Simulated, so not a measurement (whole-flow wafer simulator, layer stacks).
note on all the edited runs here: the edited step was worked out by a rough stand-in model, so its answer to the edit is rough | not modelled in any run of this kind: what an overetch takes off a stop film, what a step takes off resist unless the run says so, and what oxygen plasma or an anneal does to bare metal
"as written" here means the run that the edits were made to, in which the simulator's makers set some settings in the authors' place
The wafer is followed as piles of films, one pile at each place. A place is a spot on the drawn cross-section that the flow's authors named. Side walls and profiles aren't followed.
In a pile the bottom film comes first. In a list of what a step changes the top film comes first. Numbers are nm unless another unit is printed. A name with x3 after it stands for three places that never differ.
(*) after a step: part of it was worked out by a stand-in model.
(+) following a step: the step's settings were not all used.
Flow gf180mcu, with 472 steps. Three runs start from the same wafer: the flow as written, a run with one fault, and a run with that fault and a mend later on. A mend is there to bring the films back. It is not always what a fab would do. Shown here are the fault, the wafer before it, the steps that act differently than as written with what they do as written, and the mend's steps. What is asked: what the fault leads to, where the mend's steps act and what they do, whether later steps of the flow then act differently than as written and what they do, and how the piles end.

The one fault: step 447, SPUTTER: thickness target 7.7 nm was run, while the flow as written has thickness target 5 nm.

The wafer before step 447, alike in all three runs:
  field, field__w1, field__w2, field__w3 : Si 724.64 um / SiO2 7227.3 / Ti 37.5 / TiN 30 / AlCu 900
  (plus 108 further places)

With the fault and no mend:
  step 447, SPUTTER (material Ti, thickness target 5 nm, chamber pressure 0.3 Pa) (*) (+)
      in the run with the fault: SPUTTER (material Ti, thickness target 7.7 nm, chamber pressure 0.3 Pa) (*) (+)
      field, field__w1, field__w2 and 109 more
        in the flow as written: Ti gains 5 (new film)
        in the run with the fault: Ti gains 7.7 (new film)
  Steps further on in the flow that do not act as written (5 more steps, not shown, differ only slightly: by at most 2% or 0.5 nm, whichever is larger):
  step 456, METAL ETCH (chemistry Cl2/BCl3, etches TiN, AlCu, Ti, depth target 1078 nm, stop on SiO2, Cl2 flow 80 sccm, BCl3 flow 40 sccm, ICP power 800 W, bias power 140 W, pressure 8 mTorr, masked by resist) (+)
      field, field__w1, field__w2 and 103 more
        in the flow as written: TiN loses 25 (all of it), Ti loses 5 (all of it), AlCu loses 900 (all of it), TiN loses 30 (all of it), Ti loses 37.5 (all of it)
        in the run with the fault: TiN loses 25 (all of it), Ti loses 7.7 (all of it), AlCu loses 900 (all of it), TiN loses 30 (all of it), Ti loses 37.5 (all of it)
  The piles end different from the flow's at field__w8, contact, m1, m1__w1, pad, m1_nw by more than 2% or 0.5 nm, whichever is larger.
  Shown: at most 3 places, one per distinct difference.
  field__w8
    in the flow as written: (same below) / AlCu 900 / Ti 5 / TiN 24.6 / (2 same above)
    in the run with the fault: (same below) / AlCu 900 / Ti 7.7 / TiN 24.6 / (2 same above)
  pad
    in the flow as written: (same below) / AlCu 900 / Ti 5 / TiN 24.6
    in the run with the fault: (same below) / AlCu 900 / Ti 7.7 / TiN 24.6

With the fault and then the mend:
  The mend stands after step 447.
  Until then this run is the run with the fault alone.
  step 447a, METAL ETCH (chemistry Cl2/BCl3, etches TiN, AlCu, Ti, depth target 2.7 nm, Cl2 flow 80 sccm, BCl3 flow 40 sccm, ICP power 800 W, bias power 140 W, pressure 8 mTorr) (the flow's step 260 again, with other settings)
      field, field__w1, field__w2 and 109 more
        Ti loses 2.7
  Every later step of the flow that is run acts as written at every place that is followed.
  The piles end the same as the flow's at every place that both follow.
